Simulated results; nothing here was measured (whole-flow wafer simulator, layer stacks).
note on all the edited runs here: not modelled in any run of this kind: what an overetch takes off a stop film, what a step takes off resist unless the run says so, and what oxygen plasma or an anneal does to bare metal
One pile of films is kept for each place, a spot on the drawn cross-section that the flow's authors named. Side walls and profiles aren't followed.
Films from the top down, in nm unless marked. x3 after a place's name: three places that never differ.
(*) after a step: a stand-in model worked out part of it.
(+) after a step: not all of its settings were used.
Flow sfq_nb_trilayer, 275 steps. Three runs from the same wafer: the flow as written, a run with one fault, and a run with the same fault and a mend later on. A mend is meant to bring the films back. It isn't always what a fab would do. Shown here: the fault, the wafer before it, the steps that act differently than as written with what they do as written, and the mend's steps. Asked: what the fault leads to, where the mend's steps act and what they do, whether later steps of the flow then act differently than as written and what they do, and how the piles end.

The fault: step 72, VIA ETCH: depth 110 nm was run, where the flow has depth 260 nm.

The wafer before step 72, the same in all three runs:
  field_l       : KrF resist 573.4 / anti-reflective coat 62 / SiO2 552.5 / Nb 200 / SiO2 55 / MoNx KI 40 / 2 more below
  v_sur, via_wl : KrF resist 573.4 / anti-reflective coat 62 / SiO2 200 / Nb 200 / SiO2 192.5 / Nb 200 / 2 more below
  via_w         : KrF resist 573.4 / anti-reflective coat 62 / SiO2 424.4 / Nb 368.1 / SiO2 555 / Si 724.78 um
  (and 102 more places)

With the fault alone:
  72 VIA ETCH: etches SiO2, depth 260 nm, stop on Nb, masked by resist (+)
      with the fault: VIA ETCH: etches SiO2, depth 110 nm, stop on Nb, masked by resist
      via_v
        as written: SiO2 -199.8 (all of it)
        with the fault: SiO2 -110
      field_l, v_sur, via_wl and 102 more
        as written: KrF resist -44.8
        with the fault: KrF resist -19
  Later steps of the flow that act differently than as written (4 more steps differ only slightly, by at most 2% or 0.5 nm, whichever is larger, and aren't shown):
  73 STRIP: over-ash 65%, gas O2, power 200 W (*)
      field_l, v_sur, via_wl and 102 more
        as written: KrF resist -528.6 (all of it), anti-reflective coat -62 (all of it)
        with the fault: KrF resist -554.5 (all of it), anti-reflective coat -62 (all of it)
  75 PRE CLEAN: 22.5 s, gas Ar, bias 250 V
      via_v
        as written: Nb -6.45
        with the fault: SiO2 -7.5
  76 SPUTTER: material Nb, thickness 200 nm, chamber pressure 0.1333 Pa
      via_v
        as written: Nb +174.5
        with the fault: Nb +192.2 (new film)
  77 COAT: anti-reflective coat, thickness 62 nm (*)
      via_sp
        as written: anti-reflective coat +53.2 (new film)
        with the fault: anti-reflective coat +51.8 (new film)
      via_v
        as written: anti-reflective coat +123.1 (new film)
        with the fault: anti-reflective coat +107.7 (new film)
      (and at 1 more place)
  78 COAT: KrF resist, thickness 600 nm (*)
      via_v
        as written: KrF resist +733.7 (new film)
        with the fault: KrF resist +656.3 (new film)
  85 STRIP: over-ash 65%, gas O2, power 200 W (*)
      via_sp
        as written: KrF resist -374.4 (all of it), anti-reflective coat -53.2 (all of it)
        with the fault: KrF resist -382.6 (all of it), anti-reflective coat -51.8 (all of it)
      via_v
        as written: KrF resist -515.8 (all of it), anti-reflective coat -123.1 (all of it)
        with the fault: KrF resist -438.6 (all of it), anti-reflective coat -107.7 (all of it)
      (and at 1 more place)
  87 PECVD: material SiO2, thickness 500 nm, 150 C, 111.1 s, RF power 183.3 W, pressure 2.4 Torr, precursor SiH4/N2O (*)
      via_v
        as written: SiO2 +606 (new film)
        with the fault: SiO2 +500 (new film)
  At the end the piles differ from the flow's by more than 2% or 0.5 nm, whichever is larger, at via_v.
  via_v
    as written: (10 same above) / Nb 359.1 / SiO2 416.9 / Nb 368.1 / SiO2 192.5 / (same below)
    with the fault: (10 same above) / Nb 359.1 / SiO2 310.5 / Nb 192.2 / SiO2 82.3 / Nb 200 / SiO2 192.5 / (same below)

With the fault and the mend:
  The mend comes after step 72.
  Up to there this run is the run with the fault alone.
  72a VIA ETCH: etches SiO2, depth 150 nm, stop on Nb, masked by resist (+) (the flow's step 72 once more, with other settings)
      field_l, v_sur, via_wl and 102 more
        KrF resist -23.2
      via_v
        SiO2 -89.8 (all of it)
  No later step of the flow acts differently than as written, at any place that is followed, by more than 2% or 0.5 nm, whichever is larger.
  At the end the piles are the same as the flow's at every place that both follow.
